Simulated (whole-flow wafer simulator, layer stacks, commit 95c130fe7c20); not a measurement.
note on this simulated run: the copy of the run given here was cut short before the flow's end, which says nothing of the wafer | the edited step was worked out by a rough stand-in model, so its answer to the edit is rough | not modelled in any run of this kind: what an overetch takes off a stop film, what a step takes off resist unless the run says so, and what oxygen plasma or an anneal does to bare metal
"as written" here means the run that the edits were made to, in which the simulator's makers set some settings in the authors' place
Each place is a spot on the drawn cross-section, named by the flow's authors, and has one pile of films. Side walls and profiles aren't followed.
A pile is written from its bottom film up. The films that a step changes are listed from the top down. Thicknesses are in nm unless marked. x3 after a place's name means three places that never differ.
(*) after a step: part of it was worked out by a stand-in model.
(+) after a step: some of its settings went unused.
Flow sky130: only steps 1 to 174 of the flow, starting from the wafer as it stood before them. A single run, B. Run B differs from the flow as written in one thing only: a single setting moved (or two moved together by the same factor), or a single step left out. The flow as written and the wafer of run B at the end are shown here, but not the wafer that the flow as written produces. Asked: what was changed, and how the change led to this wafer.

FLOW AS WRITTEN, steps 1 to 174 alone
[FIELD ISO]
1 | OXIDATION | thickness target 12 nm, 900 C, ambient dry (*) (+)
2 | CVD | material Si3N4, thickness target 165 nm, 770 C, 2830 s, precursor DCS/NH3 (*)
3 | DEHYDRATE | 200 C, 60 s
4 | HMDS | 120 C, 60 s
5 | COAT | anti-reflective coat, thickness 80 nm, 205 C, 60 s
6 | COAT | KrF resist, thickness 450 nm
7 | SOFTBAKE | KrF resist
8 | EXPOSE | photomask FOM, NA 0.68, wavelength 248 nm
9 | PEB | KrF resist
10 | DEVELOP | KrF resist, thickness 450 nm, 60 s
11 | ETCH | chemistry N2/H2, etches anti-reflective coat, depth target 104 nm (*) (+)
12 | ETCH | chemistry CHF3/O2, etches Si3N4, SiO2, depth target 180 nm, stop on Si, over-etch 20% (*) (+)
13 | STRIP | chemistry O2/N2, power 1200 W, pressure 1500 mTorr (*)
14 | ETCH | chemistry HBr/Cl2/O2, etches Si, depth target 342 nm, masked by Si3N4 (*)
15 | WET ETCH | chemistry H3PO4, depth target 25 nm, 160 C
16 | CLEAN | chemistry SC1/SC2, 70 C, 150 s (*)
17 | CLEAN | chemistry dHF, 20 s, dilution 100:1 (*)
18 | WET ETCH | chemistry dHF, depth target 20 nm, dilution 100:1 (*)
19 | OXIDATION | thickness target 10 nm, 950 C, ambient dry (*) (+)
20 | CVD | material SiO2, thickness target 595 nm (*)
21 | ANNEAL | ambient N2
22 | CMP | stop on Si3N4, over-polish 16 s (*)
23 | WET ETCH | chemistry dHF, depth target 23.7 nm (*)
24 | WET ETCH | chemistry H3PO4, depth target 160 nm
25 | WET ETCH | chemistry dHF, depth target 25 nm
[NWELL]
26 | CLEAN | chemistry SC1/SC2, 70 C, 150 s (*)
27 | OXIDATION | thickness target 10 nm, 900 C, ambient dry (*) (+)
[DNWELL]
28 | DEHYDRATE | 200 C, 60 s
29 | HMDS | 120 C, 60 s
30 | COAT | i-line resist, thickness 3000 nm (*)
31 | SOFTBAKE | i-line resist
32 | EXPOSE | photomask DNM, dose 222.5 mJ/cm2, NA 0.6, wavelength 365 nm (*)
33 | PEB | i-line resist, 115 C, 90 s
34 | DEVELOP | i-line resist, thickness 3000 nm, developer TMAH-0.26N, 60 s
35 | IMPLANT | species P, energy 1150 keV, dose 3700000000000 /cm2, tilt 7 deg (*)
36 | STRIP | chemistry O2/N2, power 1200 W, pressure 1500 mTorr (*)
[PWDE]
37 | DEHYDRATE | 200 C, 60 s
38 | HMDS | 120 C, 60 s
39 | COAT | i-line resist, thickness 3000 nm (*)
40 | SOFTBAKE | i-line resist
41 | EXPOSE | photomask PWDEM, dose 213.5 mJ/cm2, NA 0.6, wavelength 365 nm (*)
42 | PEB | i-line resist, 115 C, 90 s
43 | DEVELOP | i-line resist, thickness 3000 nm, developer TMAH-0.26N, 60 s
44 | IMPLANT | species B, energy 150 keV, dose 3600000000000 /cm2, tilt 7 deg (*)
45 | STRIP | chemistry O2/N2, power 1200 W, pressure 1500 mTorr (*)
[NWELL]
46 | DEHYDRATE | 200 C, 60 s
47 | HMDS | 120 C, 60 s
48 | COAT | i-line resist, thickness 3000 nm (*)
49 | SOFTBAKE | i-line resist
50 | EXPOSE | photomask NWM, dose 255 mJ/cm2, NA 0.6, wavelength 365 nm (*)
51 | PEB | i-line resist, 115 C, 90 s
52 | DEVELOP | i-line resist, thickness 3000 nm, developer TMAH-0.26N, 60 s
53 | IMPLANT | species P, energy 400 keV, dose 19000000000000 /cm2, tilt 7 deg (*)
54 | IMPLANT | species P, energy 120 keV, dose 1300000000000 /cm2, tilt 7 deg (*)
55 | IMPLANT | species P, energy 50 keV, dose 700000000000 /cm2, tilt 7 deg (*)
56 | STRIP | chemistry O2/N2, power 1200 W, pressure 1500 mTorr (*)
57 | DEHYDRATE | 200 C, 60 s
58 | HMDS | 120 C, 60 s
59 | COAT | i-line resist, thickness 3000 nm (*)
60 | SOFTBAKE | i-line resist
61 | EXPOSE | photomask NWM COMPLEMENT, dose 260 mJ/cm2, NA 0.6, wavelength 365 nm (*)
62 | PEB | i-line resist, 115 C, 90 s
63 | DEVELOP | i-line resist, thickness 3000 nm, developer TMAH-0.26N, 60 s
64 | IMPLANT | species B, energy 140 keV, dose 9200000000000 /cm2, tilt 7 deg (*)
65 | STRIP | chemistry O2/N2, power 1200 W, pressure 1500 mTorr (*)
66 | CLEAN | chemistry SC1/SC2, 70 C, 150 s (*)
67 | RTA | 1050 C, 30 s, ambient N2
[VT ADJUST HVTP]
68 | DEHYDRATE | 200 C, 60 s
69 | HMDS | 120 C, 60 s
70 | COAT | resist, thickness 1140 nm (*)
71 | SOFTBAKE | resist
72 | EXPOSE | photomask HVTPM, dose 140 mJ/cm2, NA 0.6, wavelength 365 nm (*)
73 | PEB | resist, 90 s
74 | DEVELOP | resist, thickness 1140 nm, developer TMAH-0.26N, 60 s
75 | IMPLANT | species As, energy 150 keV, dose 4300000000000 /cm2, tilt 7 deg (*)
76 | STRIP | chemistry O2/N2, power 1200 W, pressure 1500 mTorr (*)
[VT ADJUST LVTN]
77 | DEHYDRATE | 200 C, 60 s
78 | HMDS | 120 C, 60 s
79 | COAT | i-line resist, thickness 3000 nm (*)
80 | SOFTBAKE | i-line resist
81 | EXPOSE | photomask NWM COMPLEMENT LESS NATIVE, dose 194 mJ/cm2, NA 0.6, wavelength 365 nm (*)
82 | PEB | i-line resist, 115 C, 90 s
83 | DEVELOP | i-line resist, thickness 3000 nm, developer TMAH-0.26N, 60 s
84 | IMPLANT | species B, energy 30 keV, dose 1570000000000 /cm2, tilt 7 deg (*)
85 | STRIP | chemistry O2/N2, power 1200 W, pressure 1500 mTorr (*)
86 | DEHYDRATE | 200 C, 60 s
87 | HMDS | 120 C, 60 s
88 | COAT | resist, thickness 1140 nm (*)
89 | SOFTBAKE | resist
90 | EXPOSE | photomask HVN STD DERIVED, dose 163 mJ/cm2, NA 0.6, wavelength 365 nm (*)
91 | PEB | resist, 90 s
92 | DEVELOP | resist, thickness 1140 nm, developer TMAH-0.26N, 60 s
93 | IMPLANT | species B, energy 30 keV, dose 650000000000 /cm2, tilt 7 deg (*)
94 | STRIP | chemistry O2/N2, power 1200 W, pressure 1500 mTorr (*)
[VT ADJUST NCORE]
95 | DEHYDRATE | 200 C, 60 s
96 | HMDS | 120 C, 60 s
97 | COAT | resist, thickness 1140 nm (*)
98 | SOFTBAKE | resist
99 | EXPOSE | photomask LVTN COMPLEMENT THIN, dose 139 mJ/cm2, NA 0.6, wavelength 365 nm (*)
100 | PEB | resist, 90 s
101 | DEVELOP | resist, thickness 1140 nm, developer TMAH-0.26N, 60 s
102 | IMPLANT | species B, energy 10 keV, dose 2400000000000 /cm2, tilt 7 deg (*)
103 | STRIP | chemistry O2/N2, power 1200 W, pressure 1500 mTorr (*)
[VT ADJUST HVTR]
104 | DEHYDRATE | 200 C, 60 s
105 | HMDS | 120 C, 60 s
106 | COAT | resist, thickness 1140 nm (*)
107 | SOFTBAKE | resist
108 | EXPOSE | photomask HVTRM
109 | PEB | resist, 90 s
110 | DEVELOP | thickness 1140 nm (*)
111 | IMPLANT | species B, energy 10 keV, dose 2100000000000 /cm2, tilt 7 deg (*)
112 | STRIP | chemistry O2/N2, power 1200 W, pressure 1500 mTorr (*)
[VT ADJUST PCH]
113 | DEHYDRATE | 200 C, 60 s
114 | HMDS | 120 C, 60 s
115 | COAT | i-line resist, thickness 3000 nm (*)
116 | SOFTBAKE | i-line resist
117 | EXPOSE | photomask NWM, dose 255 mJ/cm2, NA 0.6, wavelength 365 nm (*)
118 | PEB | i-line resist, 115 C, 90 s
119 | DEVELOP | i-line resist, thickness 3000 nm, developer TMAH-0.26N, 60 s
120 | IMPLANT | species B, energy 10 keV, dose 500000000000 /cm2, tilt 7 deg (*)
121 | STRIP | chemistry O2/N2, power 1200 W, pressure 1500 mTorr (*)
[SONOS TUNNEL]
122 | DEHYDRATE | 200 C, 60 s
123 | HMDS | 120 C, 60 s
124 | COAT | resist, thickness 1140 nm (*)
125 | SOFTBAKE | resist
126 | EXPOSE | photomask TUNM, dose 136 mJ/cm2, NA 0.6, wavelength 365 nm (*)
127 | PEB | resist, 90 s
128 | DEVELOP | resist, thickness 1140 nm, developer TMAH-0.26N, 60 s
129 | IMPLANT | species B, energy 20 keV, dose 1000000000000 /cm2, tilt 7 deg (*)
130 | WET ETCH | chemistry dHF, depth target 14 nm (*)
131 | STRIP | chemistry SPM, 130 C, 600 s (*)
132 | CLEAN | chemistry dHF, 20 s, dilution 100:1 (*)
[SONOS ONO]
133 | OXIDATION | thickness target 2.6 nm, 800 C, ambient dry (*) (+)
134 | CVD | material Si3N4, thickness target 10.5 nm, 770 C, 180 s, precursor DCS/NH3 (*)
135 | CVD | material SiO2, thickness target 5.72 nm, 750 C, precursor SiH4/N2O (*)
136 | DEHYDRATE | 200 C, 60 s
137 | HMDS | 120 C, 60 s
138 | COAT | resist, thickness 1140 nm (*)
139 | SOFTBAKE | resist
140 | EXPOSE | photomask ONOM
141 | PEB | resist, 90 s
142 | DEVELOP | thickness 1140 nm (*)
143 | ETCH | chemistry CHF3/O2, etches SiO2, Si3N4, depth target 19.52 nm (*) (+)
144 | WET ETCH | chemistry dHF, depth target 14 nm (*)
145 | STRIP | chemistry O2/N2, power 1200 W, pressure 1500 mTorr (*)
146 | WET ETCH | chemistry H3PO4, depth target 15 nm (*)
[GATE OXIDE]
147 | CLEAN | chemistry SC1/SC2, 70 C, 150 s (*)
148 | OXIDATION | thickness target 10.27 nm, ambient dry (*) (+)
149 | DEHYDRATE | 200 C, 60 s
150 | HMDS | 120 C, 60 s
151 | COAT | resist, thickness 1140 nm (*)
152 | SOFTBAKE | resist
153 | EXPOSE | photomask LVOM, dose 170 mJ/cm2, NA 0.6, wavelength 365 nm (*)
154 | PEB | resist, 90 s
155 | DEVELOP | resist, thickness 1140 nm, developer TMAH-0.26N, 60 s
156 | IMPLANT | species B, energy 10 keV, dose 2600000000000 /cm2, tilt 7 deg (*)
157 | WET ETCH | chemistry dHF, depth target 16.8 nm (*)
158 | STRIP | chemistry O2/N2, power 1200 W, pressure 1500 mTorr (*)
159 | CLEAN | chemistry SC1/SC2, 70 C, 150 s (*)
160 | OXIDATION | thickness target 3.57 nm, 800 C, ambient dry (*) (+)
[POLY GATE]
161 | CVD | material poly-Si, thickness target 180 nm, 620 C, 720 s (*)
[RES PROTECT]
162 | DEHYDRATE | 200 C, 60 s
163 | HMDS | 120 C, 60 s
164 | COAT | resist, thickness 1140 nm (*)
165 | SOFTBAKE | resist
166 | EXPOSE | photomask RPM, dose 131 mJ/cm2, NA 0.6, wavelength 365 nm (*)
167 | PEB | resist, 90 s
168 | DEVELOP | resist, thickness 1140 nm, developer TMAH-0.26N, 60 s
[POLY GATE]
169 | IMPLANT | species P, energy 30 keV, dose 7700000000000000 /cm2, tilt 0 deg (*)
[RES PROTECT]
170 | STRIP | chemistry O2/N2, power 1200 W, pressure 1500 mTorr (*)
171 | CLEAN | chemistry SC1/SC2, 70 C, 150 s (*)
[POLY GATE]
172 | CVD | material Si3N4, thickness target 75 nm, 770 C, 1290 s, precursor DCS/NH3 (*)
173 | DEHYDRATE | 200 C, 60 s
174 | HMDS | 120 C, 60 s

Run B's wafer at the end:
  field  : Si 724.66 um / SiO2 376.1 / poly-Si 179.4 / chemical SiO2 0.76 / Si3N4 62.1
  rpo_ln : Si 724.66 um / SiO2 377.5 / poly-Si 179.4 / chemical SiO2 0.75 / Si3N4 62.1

The reason: step 172, CVD: 758 C was run, while the flow as written has 770 C.

The path from the change to this, step by step:
  172 | CVD | material Si3N4, thickness target 75 nm, 770 C, 1290 s, precursor DCS/NH3 (*)
      field, active, n_well and 187 more: +62.1 Si3N4 (new film) (as written it would have been: +75 Si3N4 (new film))
